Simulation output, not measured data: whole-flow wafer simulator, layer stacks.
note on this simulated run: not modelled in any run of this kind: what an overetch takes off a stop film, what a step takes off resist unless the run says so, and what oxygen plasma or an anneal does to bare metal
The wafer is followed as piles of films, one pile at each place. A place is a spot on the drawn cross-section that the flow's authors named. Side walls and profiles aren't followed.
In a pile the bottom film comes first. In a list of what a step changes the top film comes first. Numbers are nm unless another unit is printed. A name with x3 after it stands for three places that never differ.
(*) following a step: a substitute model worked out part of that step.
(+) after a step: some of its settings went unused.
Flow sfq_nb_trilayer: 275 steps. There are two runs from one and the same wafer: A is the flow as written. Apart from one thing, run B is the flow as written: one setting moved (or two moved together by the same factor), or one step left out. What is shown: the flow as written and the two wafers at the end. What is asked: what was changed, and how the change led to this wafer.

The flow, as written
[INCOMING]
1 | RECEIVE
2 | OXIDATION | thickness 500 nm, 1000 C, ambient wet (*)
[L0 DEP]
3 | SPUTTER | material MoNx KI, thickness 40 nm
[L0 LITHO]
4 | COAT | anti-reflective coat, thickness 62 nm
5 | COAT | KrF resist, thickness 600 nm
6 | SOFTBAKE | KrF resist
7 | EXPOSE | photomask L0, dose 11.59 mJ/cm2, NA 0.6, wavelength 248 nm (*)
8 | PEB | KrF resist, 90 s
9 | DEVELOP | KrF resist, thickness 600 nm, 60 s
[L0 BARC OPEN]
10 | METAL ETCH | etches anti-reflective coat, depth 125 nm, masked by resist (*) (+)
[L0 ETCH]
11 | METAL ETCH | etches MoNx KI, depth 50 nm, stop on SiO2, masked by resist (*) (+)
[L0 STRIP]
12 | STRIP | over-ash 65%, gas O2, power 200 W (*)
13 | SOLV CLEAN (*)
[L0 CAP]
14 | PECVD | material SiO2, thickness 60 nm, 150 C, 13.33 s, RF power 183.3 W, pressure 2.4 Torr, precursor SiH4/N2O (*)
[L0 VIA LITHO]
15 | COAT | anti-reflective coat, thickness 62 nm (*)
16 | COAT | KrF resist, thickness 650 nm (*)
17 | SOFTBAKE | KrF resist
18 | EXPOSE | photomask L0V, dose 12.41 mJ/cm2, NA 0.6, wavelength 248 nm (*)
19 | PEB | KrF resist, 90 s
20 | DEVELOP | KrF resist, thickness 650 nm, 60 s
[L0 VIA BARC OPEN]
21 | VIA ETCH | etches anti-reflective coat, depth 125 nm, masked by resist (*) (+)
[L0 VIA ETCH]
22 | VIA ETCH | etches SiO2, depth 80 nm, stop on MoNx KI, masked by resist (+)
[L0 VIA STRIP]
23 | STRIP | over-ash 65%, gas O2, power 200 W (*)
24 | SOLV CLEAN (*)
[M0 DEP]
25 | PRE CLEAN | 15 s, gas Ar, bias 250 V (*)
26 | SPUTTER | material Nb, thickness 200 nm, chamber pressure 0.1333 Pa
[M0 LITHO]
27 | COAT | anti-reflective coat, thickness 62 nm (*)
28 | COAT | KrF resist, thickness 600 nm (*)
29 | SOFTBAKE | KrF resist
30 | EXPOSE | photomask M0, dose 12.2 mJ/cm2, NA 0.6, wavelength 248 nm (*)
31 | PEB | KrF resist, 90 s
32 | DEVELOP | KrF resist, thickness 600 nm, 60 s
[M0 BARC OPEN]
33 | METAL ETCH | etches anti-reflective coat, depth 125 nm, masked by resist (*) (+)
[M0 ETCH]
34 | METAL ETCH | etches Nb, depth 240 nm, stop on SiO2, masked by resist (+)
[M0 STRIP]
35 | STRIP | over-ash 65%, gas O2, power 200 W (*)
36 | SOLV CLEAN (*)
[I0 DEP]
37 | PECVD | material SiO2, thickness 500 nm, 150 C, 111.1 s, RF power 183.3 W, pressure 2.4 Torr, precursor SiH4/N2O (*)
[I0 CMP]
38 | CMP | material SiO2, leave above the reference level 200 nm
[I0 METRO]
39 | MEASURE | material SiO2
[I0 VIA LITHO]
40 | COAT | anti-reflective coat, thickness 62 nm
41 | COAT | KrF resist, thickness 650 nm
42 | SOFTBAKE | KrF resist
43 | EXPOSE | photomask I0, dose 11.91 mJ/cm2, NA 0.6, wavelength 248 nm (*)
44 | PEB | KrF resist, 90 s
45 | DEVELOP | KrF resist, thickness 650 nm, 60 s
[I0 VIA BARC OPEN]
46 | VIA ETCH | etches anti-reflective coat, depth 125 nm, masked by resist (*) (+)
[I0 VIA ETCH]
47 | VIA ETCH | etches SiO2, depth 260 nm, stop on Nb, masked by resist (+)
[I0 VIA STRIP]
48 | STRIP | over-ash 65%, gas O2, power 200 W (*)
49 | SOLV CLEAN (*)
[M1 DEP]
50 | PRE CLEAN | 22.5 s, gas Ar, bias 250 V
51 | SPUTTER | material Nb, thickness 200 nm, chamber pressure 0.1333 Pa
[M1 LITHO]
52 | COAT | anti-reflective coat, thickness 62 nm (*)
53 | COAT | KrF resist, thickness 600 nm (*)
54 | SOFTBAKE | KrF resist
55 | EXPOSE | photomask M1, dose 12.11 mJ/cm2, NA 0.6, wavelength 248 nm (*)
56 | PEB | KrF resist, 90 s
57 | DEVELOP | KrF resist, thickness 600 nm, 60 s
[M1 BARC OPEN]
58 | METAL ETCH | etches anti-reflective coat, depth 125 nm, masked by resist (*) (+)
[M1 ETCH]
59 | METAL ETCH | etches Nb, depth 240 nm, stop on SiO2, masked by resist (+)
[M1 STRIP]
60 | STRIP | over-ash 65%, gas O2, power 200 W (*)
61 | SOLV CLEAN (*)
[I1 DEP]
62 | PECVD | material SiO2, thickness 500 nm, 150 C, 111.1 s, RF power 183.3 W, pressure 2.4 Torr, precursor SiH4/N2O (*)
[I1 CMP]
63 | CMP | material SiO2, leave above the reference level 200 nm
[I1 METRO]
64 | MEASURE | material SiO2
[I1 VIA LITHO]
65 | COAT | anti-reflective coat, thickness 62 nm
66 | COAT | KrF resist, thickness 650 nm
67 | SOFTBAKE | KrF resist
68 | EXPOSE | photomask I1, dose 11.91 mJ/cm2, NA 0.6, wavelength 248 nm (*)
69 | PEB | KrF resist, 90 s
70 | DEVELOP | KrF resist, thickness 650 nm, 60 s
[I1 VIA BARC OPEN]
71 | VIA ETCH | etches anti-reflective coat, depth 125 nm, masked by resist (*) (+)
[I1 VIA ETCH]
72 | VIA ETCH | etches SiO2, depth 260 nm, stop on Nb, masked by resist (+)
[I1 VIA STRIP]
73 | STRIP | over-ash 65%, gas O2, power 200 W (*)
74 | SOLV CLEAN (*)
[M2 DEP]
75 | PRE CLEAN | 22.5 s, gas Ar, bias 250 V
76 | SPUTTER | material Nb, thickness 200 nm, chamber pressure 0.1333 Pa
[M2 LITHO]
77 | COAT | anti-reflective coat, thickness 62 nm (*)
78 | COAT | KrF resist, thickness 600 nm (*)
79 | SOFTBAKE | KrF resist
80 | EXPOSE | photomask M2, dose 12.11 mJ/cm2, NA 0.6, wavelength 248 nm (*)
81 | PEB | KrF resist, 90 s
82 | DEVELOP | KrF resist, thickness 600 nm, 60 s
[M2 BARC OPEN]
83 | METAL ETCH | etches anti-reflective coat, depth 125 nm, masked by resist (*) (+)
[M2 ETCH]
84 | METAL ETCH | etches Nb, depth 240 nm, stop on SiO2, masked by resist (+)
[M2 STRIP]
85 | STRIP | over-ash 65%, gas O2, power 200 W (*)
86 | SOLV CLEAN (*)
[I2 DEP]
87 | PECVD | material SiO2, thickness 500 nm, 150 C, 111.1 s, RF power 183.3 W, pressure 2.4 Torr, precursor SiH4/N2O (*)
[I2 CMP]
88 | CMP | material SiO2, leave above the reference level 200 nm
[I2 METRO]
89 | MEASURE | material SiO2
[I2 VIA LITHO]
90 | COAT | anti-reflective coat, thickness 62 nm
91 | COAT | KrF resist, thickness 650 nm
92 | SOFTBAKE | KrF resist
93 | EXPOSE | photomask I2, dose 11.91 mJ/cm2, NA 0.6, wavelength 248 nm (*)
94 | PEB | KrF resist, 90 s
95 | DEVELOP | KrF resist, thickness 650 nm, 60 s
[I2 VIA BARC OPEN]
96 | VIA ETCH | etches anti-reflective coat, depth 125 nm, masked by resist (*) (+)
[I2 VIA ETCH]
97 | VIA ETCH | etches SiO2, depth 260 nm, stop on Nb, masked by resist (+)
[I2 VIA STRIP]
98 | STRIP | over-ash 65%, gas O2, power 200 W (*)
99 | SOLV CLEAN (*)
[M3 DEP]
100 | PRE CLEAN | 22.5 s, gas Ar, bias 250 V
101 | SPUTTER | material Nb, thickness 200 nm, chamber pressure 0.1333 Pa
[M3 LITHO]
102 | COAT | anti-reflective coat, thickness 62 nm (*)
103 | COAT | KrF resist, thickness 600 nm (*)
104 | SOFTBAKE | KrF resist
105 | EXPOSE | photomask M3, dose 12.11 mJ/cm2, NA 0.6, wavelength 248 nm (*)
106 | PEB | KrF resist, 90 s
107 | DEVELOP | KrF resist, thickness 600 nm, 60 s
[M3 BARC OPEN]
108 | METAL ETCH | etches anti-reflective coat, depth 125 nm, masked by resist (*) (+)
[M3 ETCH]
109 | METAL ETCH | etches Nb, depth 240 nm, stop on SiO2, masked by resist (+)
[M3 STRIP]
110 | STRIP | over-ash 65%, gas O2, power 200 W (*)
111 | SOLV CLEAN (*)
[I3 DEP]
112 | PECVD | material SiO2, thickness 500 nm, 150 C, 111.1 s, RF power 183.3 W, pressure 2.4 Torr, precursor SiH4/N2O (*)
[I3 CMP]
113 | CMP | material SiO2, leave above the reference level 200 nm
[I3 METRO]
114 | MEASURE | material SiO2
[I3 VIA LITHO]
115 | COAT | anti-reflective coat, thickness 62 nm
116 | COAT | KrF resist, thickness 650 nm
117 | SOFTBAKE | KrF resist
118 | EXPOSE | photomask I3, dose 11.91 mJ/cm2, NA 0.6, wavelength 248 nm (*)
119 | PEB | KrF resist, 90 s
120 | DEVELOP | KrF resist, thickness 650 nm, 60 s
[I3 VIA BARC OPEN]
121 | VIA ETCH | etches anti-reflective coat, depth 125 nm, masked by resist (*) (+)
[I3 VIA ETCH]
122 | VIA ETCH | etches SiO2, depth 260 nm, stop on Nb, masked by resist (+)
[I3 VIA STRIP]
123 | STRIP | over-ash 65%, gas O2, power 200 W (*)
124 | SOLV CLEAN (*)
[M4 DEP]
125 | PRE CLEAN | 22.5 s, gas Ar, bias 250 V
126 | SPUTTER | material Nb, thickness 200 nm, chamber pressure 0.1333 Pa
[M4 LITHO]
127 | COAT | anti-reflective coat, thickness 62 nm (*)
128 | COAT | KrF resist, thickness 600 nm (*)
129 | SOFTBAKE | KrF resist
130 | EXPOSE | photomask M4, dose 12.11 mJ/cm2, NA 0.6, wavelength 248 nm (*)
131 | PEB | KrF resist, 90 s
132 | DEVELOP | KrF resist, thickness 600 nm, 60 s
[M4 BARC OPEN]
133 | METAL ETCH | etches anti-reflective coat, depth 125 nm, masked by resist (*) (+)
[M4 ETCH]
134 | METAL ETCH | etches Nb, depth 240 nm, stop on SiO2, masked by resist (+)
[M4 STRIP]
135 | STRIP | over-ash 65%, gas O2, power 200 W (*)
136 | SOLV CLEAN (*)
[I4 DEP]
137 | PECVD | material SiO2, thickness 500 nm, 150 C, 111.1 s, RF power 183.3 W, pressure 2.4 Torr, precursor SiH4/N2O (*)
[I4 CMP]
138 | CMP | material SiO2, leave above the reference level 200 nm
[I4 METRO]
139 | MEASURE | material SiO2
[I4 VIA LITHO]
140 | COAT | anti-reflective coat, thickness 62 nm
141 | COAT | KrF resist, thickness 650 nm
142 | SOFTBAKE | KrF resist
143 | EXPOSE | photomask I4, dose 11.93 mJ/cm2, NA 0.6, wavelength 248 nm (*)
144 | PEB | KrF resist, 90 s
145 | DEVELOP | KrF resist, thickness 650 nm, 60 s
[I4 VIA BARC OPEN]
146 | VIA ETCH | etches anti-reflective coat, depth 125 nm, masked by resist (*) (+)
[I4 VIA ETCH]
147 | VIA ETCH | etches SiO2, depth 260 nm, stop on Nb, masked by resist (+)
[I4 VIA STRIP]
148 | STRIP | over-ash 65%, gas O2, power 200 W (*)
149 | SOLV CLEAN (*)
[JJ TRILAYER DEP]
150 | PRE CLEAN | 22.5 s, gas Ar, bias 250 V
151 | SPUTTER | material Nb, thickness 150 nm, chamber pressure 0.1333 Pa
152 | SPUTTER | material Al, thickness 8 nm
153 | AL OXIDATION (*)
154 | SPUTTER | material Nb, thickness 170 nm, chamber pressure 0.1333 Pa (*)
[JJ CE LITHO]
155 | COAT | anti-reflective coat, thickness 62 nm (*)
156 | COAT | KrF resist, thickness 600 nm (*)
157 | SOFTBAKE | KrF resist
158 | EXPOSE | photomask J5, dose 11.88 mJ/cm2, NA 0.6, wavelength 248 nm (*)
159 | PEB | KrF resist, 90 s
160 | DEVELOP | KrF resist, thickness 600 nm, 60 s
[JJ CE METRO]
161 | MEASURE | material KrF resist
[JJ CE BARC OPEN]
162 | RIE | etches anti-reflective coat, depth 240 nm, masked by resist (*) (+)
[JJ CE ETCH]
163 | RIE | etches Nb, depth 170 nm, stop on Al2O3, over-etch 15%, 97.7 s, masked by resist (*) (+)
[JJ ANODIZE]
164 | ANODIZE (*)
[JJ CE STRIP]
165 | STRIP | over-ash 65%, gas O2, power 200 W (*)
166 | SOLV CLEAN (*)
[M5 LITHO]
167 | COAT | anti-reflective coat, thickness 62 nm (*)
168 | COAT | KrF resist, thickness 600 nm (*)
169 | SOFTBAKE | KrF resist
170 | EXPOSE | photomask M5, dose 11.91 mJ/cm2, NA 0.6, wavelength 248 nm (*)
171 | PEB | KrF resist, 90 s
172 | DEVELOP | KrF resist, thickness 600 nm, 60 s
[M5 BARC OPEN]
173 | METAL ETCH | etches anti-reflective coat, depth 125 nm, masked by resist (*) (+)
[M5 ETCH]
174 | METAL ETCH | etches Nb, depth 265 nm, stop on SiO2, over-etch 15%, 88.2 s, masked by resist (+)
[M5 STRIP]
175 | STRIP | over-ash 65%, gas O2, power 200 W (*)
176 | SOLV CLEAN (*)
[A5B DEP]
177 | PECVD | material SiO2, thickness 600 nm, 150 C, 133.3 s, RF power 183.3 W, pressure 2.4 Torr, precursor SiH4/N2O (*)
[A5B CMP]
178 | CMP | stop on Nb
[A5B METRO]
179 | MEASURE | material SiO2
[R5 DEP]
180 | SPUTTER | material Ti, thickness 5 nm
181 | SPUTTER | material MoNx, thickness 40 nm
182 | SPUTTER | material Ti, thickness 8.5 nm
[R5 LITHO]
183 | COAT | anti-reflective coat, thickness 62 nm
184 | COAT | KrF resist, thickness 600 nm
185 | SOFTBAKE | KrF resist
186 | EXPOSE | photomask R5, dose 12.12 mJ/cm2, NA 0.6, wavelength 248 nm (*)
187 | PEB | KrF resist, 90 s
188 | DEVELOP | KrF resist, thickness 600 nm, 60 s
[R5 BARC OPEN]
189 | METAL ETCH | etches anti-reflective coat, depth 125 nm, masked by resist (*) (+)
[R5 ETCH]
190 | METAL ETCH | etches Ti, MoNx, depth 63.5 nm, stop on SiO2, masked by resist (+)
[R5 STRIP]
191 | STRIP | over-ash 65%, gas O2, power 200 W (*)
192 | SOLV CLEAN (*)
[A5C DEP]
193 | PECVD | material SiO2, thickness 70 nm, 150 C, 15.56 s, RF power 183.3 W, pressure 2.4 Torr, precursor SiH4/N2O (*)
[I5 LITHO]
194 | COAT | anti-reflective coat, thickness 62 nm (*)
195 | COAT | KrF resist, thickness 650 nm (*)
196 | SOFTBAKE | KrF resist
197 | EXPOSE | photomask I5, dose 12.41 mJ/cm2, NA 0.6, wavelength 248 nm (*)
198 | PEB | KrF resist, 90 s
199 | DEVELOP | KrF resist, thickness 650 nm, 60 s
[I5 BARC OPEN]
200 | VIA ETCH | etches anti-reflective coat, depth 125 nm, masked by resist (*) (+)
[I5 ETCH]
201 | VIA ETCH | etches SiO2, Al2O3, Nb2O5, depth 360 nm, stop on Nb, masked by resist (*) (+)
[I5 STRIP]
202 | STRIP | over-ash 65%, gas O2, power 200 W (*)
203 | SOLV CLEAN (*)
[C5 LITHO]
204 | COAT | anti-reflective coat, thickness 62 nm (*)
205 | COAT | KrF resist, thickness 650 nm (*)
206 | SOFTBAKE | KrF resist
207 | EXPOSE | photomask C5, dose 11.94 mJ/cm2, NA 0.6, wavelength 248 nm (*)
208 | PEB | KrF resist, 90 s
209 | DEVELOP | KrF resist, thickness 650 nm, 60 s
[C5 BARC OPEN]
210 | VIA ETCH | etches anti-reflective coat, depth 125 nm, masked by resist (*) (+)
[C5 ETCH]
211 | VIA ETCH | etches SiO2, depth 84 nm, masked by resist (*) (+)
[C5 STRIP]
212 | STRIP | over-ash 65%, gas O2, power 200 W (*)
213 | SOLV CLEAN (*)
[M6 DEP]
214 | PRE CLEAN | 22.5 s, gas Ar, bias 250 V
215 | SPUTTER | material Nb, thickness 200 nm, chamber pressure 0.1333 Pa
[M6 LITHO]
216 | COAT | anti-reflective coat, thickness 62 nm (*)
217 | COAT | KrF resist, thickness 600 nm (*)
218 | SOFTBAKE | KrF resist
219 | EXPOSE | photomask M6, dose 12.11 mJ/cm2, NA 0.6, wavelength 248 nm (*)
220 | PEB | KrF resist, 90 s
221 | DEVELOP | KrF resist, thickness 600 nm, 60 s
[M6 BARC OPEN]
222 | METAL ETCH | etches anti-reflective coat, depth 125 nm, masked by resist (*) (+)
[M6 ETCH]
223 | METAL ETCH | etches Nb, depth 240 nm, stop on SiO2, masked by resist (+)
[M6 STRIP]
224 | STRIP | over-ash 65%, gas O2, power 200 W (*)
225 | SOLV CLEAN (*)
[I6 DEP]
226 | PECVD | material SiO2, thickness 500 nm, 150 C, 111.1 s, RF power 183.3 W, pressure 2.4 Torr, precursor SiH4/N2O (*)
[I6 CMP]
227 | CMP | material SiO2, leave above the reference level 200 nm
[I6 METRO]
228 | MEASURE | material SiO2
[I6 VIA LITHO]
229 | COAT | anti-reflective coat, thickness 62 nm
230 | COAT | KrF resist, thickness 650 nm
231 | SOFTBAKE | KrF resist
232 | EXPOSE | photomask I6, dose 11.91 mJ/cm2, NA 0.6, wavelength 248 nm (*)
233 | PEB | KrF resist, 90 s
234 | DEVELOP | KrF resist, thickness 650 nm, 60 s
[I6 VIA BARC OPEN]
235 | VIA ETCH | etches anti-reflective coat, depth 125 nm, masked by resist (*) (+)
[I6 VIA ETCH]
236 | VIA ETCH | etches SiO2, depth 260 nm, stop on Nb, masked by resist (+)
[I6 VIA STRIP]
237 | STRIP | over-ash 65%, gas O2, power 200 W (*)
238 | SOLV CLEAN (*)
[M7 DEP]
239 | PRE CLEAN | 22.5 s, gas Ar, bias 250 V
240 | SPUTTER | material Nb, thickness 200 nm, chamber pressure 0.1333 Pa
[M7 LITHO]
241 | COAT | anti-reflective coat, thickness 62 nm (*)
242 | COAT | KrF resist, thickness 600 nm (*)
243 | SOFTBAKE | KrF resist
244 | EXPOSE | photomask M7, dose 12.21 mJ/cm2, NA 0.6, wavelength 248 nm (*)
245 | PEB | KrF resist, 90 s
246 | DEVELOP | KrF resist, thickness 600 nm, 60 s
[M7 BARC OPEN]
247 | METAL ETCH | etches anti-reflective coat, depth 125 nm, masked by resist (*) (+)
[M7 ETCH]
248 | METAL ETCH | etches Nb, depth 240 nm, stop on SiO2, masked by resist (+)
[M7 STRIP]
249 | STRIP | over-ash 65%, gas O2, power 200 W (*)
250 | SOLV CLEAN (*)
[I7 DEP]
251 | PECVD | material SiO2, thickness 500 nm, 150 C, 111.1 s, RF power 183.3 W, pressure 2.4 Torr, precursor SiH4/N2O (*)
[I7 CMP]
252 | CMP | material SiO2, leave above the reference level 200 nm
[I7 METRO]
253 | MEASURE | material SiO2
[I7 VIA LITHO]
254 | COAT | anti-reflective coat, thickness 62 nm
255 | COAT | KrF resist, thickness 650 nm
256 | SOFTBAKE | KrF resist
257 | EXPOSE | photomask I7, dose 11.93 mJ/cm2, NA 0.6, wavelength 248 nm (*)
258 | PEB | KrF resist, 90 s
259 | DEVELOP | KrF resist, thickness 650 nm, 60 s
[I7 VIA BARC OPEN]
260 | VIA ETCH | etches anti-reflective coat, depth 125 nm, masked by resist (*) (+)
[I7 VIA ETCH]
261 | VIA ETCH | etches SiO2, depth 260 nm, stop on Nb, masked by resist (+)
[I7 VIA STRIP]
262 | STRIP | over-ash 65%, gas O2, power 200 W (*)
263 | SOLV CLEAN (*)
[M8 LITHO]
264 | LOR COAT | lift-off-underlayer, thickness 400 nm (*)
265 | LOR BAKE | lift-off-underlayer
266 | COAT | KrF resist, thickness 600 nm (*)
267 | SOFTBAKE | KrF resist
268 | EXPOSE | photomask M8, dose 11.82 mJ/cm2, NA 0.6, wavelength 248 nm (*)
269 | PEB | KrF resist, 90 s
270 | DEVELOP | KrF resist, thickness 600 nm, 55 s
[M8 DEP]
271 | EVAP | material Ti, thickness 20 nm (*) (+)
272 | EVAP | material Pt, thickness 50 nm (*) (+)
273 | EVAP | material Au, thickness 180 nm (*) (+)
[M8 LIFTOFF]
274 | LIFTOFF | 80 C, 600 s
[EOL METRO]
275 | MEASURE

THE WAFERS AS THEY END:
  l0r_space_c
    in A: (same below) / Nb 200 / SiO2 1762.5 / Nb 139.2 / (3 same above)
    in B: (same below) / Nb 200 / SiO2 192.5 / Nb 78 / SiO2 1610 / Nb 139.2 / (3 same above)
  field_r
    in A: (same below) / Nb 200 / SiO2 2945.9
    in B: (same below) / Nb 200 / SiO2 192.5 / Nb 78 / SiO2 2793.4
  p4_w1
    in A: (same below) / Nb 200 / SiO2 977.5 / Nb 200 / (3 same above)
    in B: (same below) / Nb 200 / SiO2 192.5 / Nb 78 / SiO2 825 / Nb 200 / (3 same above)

The reason: step 51, SPUTTER: thickness 318 nm was run, while the flow as written has thickness 200 nm.

Step by step, how the change led to this:
  51 | SPUTTER | material Nb, thickness 200 nm, chamber pressure 0.1333 Pa
      field_l, v_sur, via_wl and 102 more: A Nb gains 200 (new film) | B Nb gains 318 (new film)
      via_w: A Nb gains 174.5 | B Nb gains 279.5
  52 | COAT | anti-reflective coat, thickness 62 nm (*)
      via_wr: A anti-reflective coat gains 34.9 (new film) | B anti-reflective coat gains 34.1 (new film)
  59 | METAL ETCH | etches Nb, depth 240 nm, stop on SiO2, masked by resist (+)
      field_l, be, be_sur and 79 more: A Nb loses 200 (all of it) | B Nb loses 240
  60 | STRIP | over-ash 65%, gas O2, power 200 W (*)
      via_wr: A KrF resist loses 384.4 (all of it), anti-reflective coat loses 34.9 (all of it) | B KrF resist loses 383.9 (all of it), anti-reflective coat loses 34.1 (all of it)
  62 | PECVD | material SiO2, thickness 500 nm, 150 C, 111.1 s, RF power 183.3 W, pressure 2.4 Torr, precursor SiH4/N2O (*)
      field_l, be, be_sur and 72 more: A SiO2 gains 500 | B SiO2 gains 500 (new film)
      lsp_m, ln_m6, lsp_r, l0_sur, l0v: A SiO2 gains 494.9 | B SiO2 gains 493.9 (new film)
      (as well as at 2 more places)
  63 | CMP | material SiO2, leave above the reference level 200 nm
      field_l, be, be_sur and 72 more: A SiO2 loses 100 | B SiO2 loses 60
      lsp_m, ln_m6, lsp_r, l0_sur, l0v: A SiO2 loses 94.9 | B SiO2 loses 53.9
      (as well as at 1 more place)
Taking metal films that touch as one body, l0r_space_c has 3 bodies (between them, from the top down: SiO2 1610; SiO2 192.5); the flow as written gives 2 bodies (between them, from the top down: SiO2 1762.5).
Taking metal films that touch as one body, field_r has 2 bodies (between them, from the top down: SiO2 192.5); the flow as written gives 1 body.
Taking metal films that touch as one body, p4_w1 has 4 bodies (between them, from the top down: SiO2 192.5; SiO2 825; SiO2 192.5); the flow as written gives 3 bodies (between them, from the top down: SiO2 192.5; SiO2 977.5).
